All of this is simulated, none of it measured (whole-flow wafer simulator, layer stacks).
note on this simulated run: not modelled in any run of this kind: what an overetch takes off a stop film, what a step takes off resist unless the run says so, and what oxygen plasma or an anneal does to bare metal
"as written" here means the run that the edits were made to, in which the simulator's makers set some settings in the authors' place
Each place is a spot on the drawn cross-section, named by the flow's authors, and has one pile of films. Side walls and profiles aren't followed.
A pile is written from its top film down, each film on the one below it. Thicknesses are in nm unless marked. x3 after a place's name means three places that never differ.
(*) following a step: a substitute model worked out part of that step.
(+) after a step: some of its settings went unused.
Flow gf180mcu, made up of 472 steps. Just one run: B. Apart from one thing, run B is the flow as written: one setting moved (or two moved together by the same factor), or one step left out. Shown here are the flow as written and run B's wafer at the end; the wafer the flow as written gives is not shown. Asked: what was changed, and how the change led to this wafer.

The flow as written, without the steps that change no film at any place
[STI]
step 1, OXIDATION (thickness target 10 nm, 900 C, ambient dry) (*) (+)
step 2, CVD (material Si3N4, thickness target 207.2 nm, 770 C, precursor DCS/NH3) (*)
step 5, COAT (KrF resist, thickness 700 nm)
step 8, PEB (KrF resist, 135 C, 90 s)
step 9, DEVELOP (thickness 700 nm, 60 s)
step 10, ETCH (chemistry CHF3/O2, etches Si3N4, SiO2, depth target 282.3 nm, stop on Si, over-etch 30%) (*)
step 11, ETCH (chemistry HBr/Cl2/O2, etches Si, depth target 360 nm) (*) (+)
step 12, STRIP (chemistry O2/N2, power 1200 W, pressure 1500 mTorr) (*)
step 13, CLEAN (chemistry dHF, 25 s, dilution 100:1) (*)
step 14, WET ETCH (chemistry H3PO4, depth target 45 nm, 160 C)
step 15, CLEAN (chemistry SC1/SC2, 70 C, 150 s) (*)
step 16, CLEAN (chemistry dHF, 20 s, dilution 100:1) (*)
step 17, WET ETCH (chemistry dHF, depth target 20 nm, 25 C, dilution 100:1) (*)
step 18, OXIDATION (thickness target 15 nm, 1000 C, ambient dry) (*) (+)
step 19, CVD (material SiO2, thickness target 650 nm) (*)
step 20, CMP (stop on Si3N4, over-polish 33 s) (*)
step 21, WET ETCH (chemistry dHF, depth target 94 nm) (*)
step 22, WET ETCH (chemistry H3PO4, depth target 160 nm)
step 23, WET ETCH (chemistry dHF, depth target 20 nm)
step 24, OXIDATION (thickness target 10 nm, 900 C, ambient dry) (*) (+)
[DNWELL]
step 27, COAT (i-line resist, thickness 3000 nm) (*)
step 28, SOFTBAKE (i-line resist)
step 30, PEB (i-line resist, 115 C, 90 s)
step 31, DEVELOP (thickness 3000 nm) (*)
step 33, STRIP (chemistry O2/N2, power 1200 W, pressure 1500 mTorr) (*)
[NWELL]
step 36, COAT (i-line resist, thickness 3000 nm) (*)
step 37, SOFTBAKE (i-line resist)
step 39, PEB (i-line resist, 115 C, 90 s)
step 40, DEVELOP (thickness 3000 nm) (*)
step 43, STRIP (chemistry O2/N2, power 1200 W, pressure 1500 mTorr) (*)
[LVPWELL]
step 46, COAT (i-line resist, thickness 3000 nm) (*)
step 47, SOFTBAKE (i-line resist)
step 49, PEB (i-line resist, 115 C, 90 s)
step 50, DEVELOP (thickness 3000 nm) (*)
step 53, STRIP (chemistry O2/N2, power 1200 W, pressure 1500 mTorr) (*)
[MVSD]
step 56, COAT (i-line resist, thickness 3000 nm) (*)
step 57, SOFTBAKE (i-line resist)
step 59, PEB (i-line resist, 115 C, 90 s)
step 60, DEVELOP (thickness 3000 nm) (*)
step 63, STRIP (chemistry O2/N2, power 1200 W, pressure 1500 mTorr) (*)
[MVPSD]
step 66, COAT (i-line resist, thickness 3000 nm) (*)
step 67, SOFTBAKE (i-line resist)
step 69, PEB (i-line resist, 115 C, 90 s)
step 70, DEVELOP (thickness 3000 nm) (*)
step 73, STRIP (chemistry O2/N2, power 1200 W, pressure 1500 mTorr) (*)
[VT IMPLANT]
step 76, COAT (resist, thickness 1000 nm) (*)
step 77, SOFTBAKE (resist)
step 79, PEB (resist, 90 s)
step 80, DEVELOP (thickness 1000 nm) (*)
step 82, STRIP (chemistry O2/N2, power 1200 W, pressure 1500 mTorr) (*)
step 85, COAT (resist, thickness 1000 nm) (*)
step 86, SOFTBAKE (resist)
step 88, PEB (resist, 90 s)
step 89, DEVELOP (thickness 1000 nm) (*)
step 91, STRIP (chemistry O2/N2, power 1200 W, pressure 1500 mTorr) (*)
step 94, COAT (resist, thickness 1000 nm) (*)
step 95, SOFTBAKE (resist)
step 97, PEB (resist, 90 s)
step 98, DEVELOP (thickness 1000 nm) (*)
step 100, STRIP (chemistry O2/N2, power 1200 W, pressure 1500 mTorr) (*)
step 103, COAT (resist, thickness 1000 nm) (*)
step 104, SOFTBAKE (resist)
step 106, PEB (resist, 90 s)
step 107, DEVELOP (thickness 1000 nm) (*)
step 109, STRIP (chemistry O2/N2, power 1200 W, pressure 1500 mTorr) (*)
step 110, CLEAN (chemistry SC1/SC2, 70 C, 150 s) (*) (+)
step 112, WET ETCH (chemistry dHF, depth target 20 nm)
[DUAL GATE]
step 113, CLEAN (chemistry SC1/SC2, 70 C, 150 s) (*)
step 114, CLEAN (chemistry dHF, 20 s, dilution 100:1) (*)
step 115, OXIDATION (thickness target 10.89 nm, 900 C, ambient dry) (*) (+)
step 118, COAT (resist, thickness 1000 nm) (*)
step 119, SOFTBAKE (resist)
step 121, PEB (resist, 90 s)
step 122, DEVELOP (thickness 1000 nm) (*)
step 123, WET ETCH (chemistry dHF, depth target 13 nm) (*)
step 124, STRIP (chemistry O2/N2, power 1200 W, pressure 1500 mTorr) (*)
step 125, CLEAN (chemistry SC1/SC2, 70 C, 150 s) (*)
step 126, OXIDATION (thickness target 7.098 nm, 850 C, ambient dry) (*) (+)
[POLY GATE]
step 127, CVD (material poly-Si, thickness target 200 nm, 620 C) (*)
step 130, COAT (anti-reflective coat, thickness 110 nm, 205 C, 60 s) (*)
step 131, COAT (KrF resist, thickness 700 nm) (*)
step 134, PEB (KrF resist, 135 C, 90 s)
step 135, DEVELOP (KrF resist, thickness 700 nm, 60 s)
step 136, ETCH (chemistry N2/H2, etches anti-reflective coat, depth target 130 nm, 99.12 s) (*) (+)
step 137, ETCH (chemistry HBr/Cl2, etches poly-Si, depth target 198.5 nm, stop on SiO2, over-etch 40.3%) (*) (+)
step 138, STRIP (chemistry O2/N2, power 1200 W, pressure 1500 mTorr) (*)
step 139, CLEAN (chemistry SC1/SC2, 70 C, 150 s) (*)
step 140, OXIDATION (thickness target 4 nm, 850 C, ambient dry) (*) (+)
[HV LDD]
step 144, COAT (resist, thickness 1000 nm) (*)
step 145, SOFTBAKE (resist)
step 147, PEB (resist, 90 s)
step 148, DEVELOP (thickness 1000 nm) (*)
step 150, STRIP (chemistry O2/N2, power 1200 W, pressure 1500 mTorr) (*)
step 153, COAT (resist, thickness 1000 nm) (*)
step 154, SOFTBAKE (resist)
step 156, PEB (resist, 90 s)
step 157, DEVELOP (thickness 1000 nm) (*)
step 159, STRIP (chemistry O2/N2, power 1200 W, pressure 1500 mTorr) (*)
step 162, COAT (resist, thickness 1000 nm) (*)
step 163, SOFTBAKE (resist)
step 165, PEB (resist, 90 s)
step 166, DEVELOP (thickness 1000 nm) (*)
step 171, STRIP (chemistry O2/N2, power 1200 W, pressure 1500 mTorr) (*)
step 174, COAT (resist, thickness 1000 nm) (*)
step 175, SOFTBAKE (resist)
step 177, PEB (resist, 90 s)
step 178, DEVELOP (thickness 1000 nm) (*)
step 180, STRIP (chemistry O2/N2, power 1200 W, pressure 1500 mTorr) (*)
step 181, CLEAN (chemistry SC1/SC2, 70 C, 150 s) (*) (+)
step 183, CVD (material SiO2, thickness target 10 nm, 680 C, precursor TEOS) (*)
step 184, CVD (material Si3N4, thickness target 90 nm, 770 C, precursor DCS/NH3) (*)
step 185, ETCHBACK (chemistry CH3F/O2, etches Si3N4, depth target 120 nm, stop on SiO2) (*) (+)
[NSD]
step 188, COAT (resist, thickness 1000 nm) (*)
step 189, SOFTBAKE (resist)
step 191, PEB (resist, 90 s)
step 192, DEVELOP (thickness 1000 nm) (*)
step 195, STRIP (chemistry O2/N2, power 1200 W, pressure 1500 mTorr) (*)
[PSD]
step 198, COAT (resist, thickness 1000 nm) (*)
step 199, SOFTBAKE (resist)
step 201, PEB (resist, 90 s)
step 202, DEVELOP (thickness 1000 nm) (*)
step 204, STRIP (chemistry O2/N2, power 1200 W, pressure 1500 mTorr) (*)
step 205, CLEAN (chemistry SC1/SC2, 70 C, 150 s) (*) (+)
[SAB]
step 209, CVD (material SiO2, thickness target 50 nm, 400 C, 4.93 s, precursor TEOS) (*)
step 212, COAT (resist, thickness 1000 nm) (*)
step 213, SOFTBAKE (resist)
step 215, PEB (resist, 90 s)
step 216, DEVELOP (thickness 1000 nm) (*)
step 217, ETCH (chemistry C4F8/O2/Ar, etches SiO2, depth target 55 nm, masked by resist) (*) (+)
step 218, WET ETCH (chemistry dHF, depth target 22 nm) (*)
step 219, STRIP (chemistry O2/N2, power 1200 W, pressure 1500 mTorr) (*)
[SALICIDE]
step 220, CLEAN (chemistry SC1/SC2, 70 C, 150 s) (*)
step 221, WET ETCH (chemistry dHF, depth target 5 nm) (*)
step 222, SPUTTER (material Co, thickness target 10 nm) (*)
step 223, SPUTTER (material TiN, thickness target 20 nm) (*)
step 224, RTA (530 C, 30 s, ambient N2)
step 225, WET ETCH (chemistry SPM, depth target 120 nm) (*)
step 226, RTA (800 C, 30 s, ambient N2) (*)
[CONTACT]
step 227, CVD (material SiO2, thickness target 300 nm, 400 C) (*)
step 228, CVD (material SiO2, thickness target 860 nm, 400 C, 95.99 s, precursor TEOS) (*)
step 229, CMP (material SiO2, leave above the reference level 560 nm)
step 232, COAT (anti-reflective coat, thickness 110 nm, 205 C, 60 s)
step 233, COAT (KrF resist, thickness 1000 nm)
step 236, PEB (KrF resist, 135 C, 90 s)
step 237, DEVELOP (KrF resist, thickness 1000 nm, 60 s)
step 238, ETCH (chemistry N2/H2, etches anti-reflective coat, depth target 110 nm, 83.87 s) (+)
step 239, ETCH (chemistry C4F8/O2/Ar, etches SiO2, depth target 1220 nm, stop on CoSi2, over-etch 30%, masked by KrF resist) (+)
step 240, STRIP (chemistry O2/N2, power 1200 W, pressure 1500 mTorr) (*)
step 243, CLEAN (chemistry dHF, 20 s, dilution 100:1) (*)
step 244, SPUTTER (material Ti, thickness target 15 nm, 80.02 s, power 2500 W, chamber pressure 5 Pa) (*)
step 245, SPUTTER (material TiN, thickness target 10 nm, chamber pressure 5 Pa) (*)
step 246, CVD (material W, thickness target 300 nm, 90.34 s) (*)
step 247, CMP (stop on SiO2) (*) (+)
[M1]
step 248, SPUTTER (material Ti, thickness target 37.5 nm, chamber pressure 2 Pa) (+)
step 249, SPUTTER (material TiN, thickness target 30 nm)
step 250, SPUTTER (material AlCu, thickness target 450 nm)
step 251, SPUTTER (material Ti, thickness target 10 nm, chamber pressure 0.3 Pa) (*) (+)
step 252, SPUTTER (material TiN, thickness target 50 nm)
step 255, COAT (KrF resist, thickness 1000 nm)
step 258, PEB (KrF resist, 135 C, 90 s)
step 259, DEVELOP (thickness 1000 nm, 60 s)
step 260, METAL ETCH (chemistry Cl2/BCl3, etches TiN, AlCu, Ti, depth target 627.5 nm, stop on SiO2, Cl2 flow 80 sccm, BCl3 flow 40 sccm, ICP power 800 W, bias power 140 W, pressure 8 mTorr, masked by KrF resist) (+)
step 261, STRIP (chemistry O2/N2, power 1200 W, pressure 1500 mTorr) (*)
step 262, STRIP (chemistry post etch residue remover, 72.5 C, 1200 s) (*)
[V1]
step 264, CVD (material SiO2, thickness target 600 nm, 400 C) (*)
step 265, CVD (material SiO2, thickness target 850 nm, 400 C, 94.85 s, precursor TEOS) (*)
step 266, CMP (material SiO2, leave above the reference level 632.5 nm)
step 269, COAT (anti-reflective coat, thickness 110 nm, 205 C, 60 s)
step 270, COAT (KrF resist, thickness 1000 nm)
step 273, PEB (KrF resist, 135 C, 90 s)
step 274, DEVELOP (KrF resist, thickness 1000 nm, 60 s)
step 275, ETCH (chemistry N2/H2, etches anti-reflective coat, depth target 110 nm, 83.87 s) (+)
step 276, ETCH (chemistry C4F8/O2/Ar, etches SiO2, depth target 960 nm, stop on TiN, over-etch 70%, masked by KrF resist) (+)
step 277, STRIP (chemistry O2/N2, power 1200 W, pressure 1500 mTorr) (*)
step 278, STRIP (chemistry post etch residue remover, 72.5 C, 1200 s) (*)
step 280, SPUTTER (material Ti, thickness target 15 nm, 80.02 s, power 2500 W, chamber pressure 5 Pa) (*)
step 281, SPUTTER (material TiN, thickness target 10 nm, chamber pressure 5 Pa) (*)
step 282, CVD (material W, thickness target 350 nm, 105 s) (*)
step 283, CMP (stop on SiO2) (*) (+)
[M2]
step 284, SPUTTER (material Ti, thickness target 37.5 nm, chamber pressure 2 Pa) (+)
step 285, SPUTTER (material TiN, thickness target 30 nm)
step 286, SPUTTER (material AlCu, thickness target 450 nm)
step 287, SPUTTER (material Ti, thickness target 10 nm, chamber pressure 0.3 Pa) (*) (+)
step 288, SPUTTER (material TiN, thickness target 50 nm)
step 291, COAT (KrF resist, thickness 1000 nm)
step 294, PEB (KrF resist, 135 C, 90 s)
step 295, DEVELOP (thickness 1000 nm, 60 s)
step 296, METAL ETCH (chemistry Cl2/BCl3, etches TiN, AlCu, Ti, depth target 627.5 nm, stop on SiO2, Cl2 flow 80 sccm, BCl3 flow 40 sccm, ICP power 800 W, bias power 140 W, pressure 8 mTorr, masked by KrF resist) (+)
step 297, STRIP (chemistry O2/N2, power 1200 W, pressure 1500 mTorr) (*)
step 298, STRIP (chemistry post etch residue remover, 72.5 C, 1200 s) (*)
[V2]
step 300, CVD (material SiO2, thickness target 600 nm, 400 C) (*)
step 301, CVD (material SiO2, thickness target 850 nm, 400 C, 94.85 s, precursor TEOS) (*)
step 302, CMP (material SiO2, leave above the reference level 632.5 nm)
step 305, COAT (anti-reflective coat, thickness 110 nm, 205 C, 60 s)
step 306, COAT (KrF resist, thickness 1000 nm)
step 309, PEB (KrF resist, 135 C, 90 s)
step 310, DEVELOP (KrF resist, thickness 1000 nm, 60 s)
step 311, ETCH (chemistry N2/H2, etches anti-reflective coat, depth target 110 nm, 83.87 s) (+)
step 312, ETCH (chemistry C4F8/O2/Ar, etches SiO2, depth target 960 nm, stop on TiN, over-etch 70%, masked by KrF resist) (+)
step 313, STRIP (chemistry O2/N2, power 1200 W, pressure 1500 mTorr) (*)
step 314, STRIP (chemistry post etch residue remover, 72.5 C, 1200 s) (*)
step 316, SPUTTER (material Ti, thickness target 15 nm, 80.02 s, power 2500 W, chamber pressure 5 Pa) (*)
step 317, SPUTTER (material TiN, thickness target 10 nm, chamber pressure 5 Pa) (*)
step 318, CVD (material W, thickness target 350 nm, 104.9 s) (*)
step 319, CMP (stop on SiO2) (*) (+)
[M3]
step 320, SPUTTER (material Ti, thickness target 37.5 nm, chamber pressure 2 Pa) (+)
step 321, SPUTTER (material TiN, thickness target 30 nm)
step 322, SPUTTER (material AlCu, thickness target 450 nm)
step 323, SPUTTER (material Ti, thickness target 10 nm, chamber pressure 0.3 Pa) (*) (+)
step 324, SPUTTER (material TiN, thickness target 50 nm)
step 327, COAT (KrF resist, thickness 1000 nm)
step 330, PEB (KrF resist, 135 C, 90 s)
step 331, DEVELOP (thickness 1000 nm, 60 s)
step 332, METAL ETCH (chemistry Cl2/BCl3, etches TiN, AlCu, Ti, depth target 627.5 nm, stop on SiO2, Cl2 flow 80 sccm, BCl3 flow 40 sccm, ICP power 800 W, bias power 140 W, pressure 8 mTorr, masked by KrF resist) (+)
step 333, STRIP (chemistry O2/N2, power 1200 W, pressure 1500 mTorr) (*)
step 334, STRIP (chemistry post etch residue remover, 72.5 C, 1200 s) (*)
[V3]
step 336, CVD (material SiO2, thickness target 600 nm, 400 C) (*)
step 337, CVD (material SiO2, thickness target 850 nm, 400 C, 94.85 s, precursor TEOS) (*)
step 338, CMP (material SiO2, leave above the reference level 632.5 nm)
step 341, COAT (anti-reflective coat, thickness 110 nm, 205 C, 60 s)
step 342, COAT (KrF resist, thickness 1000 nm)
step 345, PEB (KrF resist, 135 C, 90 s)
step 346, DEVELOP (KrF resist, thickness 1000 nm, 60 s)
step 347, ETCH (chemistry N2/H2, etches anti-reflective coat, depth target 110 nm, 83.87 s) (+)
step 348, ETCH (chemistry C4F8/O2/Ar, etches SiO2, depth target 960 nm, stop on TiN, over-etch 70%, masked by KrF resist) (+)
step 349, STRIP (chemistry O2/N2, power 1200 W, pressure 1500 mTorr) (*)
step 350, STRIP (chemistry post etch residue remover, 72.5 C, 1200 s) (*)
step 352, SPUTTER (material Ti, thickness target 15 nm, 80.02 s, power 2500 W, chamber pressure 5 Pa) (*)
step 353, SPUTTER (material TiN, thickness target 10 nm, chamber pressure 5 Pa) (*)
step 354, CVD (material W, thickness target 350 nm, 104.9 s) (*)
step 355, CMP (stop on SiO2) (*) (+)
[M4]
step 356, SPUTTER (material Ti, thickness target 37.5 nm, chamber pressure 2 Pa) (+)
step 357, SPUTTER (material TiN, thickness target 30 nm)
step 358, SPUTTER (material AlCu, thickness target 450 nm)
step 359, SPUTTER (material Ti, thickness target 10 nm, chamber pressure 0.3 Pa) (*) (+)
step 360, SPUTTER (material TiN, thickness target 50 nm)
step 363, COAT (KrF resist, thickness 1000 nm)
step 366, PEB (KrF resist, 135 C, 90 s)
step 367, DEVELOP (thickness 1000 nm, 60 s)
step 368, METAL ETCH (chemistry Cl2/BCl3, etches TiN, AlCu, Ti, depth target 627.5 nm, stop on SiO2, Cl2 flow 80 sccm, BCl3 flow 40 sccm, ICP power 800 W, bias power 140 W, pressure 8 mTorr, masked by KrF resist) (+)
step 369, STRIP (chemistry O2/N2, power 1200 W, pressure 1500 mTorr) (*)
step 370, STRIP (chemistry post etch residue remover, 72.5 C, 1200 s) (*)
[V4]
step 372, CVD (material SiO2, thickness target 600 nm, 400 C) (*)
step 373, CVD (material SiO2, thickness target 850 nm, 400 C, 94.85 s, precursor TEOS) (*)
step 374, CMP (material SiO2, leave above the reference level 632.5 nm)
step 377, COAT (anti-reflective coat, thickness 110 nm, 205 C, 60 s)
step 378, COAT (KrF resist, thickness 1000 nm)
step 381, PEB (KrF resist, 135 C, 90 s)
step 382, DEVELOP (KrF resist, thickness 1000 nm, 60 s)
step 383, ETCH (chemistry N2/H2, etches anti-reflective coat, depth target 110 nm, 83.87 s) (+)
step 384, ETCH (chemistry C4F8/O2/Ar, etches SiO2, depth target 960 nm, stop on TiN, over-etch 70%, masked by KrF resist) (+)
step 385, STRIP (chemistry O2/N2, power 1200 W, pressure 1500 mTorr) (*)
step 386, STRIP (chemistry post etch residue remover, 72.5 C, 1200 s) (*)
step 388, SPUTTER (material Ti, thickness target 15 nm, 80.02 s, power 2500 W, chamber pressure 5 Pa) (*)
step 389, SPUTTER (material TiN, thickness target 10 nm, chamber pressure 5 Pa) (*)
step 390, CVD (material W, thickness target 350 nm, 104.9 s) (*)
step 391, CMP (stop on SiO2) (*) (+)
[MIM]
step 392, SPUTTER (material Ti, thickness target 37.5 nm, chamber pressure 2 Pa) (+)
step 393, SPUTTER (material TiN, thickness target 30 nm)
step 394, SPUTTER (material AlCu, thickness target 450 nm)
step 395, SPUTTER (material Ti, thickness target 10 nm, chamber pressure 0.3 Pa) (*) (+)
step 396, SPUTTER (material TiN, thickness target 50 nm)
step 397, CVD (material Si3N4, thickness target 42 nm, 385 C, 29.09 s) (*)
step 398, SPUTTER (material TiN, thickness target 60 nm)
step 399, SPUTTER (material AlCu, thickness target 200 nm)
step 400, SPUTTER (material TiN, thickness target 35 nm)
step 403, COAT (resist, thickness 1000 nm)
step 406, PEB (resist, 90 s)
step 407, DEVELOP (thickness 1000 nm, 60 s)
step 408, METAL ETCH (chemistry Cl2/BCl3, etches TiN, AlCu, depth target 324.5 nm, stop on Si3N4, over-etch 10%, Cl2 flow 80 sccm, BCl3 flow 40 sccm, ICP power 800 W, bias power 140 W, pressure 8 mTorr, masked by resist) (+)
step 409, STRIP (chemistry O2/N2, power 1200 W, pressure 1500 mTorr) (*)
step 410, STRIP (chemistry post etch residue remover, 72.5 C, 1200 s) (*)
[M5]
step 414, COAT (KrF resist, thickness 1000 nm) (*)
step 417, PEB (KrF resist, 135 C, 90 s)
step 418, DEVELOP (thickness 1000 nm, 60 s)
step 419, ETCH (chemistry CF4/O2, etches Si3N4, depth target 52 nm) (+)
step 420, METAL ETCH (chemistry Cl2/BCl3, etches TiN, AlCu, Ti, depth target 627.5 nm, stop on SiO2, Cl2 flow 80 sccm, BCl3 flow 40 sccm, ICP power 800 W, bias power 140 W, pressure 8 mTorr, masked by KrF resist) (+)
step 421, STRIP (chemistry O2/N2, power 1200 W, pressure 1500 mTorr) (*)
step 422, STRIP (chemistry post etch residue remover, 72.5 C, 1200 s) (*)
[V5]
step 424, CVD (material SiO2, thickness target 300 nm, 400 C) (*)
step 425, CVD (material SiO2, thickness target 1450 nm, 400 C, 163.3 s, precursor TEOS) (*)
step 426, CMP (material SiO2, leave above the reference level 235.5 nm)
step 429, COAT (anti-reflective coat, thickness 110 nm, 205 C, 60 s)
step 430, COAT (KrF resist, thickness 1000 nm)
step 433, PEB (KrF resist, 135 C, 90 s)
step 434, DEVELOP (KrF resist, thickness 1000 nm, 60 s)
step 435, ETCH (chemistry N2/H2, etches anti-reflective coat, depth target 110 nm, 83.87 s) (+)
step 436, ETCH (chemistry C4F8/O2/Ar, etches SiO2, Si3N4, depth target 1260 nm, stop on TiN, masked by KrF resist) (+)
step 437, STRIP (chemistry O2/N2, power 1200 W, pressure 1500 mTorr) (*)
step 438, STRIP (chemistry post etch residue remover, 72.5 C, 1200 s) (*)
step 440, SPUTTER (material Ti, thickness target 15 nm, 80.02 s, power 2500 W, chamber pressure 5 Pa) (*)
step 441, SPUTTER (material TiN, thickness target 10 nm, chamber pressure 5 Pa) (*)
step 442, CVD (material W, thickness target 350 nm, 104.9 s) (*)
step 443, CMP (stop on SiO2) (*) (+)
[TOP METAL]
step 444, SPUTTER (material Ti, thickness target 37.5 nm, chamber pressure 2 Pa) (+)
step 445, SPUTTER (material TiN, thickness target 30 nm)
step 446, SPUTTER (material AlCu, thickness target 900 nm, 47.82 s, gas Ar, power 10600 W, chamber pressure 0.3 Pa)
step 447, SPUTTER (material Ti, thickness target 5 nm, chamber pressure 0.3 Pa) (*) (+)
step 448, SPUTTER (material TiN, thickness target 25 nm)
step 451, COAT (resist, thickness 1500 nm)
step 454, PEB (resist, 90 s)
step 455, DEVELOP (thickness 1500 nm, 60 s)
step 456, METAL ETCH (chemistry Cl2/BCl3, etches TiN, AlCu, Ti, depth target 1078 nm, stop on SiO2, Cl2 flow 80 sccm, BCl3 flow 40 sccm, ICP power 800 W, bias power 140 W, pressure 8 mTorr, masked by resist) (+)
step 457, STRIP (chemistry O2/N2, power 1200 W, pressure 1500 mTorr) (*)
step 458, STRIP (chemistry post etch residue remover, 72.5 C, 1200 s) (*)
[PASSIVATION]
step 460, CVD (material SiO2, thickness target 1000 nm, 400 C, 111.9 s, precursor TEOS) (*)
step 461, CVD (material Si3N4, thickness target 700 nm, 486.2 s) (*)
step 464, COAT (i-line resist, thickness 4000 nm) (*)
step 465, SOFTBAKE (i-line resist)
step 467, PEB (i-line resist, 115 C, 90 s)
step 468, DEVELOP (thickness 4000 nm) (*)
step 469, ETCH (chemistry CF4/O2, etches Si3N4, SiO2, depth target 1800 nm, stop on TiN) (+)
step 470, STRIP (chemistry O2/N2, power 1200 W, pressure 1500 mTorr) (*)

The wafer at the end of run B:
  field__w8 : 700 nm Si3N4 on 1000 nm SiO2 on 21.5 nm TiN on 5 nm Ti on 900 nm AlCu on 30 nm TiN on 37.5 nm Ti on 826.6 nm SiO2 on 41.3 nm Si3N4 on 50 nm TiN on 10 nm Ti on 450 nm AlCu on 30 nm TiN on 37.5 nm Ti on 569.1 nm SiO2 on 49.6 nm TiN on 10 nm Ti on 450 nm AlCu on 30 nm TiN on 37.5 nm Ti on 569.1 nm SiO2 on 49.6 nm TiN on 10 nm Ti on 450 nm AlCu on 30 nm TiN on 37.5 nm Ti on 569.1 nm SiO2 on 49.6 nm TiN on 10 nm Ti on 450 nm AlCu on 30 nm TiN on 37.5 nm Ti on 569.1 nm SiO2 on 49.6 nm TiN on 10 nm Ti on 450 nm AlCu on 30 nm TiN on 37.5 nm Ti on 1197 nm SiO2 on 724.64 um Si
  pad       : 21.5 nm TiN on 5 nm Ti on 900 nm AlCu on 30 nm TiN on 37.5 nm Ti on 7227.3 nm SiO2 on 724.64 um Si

The reason: step 448, SPUTTER: thickness target 21.88 nm was run, though the flow has thickness target 25 nm.

Step by step, how the change led to this:
  step 448, SPUTTER (material TiN, thickness target 25 nm)
      field, field__w1, field__w2 and 109 more: +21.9 TiN (new film) (in the flow as written it would be: +25 TiN (new film))
  step 456, METAL ETCH (chemistry Cl2/BCl3, etches TiN, AlCu, Ti, depth target 1078 nm, stop on SiO2, Cl2 flow 80 sccm, BCl3 flow 40 sccm, ICP power 800 W, bias power 140 W, pressure 8 mTorr, masked by resist) (+)
      field, field__w1, field__w2 and 103 more: -21.9 TiN (all of it), -5 Ti (all of it), -900 AlCu (all of it), -30 TiN (all of it), -37.5 Ti (all of it) (in the flow as written it would be: -25 TiN (all of it), -5 Ti (all of it), -900 AlCu (all of it), -30 TiN (all of it), -37.5 Ti (all of it))
